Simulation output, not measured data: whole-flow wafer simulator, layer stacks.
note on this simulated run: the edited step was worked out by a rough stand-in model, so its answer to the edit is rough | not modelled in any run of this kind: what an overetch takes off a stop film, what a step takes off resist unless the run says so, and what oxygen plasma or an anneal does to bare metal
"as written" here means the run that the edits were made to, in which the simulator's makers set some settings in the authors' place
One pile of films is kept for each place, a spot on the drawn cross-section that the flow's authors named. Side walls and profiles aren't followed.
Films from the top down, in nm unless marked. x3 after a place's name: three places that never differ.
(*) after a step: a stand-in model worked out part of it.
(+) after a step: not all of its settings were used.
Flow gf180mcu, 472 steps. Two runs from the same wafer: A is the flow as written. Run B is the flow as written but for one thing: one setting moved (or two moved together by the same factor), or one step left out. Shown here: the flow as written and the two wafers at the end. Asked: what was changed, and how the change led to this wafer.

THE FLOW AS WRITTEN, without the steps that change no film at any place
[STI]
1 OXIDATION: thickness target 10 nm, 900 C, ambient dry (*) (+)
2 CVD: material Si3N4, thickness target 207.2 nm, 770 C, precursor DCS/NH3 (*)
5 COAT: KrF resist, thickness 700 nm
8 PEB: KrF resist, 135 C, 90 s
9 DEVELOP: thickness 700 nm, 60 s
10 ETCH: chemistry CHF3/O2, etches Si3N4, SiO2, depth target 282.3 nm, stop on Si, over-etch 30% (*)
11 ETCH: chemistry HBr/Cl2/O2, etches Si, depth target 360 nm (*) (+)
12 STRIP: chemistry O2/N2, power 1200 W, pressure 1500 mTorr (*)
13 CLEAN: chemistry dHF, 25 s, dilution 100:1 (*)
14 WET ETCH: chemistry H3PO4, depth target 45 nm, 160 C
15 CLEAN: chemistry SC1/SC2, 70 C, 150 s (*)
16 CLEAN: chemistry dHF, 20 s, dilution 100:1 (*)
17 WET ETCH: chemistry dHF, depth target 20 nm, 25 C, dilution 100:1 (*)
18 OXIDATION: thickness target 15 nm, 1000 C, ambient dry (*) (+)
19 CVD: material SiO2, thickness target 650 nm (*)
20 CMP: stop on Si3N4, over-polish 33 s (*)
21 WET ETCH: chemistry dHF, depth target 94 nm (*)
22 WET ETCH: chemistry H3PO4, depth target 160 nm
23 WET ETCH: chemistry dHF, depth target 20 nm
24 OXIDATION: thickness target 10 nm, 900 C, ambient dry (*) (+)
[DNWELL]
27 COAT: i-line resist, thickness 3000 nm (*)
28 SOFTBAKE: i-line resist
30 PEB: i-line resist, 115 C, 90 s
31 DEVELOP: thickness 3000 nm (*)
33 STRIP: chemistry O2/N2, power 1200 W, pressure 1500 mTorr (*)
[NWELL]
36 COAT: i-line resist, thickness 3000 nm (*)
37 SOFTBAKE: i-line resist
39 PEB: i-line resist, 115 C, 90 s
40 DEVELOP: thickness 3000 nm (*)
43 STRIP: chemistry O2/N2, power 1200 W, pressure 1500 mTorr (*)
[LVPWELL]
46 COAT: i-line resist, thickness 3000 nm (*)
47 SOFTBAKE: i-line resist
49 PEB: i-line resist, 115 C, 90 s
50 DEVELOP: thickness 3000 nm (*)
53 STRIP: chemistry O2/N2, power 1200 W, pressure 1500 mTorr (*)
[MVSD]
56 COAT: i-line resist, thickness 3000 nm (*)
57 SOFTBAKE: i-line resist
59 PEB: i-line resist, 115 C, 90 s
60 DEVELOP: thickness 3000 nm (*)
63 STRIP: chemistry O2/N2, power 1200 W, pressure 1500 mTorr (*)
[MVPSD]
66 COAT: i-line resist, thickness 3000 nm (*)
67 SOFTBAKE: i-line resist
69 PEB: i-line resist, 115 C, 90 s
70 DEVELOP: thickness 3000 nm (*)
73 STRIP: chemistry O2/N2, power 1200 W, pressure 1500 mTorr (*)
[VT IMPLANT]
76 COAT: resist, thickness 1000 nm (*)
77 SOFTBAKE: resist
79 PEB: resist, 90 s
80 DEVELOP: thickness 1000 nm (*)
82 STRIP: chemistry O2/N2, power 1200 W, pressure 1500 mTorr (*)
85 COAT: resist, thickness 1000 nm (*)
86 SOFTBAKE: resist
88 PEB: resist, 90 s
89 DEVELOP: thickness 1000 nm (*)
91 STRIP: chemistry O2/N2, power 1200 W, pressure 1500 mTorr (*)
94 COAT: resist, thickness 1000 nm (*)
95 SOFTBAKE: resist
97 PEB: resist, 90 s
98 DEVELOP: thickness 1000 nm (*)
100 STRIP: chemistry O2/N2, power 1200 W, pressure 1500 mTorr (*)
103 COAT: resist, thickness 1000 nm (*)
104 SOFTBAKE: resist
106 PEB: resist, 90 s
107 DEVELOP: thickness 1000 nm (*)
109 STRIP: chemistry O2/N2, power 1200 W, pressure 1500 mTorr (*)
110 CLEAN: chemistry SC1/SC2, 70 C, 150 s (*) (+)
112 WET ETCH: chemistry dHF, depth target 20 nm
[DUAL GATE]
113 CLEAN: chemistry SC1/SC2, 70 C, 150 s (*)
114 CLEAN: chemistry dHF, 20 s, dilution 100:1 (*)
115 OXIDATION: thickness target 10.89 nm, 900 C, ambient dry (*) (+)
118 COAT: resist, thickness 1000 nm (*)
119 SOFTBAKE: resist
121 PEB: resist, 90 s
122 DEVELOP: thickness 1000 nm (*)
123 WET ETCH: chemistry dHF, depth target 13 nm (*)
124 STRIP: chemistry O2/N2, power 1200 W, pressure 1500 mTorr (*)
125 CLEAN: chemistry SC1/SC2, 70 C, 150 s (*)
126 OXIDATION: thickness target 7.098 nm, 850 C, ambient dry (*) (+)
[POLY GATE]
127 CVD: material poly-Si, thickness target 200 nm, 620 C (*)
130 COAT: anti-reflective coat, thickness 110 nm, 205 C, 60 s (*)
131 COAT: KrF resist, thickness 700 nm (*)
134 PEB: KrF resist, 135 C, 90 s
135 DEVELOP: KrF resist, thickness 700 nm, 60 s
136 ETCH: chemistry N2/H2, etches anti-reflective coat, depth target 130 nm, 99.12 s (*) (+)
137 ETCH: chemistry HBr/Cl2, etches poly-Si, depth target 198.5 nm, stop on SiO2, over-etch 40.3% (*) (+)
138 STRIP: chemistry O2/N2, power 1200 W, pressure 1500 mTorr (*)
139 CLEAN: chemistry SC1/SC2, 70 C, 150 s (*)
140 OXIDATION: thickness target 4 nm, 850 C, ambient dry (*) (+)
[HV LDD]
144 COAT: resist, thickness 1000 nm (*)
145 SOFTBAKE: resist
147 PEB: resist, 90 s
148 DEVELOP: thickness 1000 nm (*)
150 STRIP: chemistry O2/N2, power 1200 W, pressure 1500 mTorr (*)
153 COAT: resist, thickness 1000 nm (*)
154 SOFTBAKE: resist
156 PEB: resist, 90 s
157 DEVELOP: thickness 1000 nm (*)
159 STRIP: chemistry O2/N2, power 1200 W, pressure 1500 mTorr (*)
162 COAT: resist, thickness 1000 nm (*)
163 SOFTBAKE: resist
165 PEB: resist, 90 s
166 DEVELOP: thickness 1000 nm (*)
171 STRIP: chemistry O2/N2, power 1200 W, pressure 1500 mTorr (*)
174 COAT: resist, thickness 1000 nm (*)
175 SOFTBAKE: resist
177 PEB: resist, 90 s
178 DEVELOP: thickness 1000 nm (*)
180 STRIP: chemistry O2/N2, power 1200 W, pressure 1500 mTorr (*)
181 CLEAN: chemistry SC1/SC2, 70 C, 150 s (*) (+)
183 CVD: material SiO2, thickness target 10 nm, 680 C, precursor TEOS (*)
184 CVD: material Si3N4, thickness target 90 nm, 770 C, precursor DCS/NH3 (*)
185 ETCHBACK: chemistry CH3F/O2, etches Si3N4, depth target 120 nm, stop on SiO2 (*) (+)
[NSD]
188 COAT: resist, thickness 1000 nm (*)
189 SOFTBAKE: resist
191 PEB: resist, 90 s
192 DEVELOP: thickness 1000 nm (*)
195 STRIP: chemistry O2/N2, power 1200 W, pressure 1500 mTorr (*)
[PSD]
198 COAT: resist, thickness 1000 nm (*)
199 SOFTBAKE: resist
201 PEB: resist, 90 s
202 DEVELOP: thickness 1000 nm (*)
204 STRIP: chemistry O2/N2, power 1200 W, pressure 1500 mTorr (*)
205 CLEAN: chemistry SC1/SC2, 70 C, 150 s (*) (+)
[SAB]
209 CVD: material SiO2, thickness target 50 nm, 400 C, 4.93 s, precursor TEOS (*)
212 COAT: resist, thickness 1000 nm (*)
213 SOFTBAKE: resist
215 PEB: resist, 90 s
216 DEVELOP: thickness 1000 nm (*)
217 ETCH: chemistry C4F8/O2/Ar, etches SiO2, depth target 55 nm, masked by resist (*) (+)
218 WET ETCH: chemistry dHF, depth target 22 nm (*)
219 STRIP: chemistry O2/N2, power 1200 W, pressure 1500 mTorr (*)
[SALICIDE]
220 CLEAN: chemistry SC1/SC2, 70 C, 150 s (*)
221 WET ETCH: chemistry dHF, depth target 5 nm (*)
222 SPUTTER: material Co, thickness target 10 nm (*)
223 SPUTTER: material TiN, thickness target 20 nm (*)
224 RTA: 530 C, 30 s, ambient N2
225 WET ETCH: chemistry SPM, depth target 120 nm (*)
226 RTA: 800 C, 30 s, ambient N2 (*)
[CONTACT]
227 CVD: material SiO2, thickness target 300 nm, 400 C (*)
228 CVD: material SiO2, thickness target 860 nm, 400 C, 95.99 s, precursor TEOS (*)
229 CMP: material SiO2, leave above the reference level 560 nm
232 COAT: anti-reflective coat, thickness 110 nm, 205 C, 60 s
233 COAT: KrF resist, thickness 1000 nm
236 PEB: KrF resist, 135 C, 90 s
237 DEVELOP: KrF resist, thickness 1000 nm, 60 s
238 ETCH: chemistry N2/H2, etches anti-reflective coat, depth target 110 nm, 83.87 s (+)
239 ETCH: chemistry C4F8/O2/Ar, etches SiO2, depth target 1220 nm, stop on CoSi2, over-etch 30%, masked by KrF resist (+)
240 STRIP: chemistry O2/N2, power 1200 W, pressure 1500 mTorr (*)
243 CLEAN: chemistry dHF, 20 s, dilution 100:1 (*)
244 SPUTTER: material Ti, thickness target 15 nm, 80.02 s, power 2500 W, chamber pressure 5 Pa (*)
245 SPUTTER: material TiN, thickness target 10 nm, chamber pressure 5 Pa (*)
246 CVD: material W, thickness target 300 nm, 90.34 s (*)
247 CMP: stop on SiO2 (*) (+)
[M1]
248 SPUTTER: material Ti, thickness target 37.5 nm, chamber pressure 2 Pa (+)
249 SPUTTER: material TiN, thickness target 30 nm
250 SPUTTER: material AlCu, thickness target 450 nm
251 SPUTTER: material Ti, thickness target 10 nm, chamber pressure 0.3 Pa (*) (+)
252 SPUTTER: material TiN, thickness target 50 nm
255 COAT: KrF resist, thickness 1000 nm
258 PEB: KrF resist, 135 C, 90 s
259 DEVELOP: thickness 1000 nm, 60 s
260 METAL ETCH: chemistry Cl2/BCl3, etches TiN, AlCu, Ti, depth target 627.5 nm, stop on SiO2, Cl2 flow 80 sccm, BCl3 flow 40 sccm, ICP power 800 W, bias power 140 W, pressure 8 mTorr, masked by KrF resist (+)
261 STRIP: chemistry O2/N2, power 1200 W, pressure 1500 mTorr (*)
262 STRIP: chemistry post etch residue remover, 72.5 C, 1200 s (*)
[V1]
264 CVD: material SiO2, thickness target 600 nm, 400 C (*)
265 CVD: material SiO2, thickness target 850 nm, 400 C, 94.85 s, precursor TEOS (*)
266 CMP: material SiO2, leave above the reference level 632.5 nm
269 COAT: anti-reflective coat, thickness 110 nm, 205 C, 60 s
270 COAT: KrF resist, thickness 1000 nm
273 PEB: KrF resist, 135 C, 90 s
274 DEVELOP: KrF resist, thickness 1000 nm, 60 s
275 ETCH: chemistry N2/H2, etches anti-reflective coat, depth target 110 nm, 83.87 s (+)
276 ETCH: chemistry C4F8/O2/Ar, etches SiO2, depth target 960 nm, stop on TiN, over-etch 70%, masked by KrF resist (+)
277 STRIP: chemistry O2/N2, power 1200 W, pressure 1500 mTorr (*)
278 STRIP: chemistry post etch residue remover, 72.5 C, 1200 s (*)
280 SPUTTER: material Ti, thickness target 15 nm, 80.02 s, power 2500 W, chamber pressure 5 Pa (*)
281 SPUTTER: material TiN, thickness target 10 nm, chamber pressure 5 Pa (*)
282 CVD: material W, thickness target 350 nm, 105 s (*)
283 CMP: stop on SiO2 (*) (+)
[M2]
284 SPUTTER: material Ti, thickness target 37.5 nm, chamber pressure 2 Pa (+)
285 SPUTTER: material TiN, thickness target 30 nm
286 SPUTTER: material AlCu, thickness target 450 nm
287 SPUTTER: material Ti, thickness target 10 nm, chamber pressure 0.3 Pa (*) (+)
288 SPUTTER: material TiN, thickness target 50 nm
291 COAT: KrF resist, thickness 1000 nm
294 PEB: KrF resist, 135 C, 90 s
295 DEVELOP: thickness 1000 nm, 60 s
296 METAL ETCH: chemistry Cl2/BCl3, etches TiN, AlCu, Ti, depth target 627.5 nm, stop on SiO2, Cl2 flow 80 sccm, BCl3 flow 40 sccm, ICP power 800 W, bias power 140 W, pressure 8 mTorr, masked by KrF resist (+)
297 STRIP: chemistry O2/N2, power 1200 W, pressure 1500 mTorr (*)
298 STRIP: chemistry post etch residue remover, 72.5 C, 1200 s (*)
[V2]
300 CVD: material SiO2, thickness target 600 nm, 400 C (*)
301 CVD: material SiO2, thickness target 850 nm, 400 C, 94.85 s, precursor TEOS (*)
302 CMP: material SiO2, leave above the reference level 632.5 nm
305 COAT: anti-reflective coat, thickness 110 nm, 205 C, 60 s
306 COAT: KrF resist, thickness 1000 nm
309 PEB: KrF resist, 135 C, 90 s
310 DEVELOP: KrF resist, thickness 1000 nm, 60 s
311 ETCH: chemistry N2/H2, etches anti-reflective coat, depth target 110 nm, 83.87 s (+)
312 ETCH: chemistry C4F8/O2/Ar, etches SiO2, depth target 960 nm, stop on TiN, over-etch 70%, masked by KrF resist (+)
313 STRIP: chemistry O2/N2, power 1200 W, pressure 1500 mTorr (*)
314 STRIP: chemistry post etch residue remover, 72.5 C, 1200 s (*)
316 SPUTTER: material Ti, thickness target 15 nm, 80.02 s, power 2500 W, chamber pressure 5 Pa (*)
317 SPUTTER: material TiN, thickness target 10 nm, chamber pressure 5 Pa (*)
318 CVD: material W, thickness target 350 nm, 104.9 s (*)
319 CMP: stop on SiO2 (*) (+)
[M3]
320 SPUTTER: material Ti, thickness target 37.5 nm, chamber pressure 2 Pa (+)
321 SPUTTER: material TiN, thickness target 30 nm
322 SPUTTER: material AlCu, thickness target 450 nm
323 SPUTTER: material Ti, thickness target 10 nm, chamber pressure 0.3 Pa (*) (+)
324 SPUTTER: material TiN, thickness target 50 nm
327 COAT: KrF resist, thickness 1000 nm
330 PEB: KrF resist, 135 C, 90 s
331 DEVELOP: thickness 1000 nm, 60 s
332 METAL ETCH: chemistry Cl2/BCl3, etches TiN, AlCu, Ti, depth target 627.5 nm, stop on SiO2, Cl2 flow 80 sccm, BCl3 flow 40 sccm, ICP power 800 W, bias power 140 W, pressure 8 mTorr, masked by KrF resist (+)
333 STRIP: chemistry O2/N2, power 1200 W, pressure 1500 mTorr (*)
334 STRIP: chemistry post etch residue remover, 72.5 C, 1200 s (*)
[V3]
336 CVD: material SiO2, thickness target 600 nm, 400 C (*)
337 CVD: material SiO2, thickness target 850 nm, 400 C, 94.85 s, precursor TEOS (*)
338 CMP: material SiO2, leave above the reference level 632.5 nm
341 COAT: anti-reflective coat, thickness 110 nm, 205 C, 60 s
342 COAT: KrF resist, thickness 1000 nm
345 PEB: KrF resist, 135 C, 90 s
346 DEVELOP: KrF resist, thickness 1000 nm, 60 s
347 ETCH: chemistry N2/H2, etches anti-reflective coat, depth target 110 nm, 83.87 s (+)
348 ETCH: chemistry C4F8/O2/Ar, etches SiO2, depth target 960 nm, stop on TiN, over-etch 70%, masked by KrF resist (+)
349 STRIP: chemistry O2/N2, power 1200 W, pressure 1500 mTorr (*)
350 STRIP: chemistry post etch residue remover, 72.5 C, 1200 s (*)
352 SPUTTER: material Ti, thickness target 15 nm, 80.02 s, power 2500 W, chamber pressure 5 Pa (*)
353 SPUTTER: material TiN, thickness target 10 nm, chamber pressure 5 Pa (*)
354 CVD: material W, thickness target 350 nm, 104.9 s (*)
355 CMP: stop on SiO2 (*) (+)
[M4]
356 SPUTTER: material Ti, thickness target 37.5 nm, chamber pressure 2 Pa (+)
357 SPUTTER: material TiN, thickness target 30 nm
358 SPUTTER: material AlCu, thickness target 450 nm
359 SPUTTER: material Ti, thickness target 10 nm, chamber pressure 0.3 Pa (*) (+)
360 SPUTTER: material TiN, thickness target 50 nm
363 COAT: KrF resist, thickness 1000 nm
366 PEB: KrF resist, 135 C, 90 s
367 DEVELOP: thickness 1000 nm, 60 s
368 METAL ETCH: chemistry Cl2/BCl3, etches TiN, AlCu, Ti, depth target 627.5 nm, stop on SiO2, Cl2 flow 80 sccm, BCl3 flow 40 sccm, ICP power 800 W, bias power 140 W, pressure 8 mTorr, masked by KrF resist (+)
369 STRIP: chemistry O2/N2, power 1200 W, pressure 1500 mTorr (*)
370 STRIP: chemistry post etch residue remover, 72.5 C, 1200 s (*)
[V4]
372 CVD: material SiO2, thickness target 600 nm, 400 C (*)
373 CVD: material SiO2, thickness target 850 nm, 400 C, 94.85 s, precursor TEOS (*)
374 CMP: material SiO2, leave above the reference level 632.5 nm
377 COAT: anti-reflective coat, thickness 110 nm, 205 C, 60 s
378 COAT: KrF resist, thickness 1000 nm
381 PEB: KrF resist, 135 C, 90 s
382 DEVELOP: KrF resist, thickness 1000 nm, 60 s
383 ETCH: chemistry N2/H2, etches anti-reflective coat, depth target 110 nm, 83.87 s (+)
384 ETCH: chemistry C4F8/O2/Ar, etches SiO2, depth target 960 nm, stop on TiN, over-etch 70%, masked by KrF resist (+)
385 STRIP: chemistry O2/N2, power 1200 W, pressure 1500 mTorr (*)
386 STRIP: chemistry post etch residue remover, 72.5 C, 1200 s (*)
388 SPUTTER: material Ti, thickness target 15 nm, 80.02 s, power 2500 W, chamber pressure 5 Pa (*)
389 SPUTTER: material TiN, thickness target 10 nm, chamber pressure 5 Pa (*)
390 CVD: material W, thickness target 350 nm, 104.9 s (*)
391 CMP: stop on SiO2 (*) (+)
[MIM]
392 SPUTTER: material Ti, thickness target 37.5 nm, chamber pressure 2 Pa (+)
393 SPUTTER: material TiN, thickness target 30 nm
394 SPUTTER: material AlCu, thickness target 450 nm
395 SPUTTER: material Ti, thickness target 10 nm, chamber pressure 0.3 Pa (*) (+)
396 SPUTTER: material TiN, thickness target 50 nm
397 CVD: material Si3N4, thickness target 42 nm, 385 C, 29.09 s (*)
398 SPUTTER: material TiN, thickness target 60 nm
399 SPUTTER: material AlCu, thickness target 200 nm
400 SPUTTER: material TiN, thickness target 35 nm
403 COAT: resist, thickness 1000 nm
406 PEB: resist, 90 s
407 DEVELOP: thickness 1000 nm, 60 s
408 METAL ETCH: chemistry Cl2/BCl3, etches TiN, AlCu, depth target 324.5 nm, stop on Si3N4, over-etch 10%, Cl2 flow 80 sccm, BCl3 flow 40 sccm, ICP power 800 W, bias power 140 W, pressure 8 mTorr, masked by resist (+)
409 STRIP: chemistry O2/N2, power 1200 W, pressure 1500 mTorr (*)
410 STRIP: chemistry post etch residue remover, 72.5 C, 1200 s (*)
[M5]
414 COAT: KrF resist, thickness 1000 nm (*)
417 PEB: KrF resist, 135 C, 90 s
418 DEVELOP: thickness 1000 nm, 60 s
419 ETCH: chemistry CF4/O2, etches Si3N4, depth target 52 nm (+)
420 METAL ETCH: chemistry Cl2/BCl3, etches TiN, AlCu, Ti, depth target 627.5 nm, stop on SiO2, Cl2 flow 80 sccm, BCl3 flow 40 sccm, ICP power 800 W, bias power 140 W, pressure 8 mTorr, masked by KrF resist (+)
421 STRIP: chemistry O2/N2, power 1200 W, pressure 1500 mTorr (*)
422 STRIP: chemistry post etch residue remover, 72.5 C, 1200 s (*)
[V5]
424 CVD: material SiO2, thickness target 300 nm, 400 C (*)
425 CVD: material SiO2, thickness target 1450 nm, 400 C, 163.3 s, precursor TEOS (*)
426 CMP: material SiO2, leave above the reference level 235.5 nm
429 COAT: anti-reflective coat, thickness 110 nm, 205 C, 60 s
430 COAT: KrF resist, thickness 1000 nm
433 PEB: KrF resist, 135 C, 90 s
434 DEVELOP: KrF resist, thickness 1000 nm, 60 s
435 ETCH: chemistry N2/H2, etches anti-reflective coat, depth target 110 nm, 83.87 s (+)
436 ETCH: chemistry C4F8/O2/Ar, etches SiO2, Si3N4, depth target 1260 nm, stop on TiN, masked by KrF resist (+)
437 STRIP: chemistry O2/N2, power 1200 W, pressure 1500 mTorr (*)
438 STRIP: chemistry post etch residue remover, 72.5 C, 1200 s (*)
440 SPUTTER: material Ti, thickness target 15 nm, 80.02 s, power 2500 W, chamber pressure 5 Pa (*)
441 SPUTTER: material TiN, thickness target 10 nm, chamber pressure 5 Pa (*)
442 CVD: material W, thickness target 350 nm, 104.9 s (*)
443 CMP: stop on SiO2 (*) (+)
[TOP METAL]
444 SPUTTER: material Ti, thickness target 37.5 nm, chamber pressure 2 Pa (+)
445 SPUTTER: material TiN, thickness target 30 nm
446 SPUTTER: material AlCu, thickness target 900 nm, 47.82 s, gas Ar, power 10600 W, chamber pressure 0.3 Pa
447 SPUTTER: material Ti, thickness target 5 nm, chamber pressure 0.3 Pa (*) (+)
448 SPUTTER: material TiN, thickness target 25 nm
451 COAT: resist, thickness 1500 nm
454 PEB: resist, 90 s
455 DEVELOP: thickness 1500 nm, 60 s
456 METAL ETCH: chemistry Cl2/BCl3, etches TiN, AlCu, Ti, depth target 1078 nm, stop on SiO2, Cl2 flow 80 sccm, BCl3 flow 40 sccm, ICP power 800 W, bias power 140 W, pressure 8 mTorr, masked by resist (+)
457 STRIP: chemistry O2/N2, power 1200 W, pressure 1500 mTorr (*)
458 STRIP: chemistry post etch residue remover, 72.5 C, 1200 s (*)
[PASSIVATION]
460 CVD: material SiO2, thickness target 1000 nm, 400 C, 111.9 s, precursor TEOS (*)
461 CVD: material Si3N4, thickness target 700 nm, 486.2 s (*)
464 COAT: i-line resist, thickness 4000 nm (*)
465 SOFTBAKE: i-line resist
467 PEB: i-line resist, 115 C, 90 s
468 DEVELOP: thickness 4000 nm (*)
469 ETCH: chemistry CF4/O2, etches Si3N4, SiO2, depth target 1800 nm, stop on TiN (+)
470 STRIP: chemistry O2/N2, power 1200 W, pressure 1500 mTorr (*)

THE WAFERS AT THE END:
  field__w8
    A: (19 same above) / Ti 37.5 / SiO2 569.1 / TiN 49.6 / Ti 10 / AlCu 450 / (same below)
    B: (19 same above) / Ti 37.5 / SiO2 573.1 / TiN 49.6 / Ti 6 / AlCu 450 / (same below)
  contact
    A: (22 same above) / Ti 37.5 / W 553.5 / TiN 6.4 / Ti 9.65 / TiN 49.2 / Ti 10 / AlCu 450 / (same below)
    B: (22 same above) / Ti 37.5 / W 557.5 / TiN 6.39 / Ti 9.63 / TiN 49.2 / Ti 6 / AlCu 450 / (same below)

The cause: step 323, SPUTTER: thickness target 6 nm was run, where the flow has thickness target 10 nm.
It can be read off the wafer: field__w8 has Ti 6, and step 323 as written asks for 10 nm.

How the change led to this, step by step:
  323 SPUTTER: material Ti, thickness target 10 nm, chamber pressure 0.3 Pa (*) (+)
      field, field__w1, field__w2 and 108 more: A Ti +10 (new film) | B Ti +6 (new film)
  332 METAL ETCH: chemistry Cl2/BCl3, etches TiN, AlCu, Ti, depth target 627.5 nm, stop on SiO2, Cl2 flow 80 sccm, BCl3 flow 40 sccm, ICP power 800 W, bias power 140 W, pressure 8 mTorr, masked by KrF resist (+)
      field, field__w1, field__w2 and 103 more: A TiN -50 (all of it), Ti -10 (all of it), AlCu -450 (all of it), TiN -30 (all of it), Ti -37.5 (all of it) | B TiN -50 (all of it), Ti -6 (all of it), AlCu -450 (all of it), TiN -30 (all of it), Ti -37.5 (all of it)
